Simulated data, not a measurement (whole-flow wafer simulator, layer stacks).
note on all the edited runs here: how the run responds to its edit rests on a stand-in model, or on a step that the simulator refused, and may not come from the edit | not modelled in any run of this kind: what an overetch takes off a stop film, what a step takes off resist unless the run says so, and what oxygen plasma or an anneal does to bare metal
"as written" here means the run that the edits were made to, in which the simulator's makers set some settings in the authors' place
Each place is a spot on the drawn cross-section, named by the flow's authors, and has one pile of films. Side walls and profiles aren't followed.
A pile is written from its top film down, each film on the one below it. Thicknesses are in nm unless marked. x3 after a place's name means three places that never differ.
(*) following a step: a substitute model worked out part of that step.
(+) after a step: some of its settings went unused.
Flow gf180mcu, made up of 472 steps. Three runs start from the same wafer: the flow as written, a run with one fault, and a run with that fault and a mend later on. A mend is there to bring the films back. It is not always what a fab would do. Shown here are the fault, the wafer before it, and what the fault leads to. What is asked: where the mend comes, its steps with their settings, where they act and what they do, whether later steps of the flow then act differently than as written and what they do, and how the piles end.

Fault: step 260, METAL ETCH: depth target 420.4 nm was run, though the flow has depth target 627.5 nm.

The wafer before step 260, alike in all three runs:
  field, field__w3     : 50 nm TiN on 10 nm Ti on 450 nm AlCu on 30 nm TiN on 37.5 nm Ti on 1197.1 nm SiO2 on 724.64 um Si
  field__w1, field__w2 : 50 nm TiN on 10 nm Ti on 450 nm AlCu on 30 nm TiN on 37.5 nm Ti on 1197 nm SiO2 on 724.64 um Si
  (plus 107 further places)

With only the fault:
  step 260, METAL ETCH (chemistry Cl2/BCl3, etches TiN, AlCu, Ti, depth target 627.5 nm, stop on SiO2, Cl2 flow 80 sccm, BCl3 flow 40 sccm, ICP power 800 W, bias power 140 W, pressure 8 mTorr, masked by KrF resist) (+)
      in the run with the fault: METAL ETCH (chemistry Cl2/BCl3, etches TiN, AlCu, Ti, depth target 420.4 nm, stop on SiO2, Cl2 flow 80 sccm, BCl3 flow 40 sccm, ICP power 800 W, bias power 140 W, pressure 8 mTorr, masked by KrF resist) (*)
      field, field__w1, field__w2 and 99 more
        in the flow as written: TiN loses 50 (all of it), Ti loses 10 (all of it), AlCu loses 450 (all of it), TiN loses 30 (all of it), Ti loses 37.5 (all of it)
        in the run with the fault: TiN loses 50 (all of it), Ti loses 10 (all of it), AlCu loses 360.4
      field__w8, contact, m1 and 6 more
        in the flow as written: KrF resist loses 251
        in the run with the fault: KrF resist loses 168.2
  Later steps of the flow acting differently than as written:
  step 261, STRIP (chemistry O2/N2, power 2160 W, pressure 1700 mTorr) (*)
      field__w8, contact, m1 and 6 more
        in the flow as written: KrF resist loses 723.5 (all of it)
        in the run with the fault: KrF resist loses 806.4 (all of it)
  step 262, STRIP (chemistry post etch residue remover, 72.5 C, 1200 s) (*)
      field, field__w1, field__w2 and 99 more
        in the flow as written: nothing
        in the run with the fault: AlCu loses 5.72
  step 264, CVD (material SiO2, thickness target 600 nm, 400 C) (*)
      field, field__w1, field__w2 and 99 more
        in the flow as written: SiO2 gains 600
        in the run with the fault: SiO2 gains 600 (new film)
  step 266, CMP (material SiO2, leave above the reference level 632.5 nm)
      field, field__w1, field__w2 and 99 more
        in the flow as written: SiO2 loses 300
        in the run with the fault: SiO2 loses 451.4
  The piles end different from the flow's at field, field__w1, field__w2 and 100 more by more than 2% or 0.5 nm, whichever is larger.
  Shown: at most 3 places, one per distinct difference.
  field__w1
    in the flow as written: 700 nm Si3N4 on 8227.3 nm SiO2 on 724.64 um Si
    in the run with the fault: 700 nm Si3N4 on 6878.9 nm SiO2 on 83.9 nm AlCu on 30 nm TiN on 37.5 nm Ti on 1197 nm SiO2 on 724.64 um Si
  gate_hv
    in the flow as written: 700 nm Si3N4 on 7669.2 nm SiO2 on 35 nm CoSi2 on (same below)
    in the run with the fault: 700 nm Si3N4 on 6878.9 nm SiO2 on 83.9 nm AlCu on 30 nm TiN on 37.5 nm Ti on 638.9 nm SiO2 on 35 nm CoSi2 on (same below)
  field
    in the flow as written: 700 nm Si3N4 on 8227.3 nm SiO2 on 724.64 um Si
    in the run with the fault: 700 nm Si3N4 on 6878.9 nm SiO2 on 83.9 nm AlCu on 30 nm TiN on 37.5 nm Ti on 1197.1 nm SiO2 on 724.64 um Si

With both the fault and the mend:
  The mend stands after step 260.
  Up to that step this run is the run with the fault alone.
  step 260a, METAL ETCH (chemistry Cl2/BCl3, etches TiN, AlCu, Ti, depth target 207.1 nm, stop on SiO2, Cl2 flow 80 sccm, BCl3 flow 40 sccm, ICP power 800 W, bias power 140 W, pressure 8 mTorr, masked by KrF resist) (+) (the flow's step 260, run once more with other settings)
      field, field__w1, field__w2 and 99 more
        AlCu loses 89.6 (all of it), TiN loses 30 (all of it), Ti loses 37.5 (all of it)
      field__w8, contact, m1 and 6 more
        KrF resist loses 82.8
  Every later step of the flow that is run acts as written at every place that is followed.
  The piles end the same as the flow's at every place that both follow.
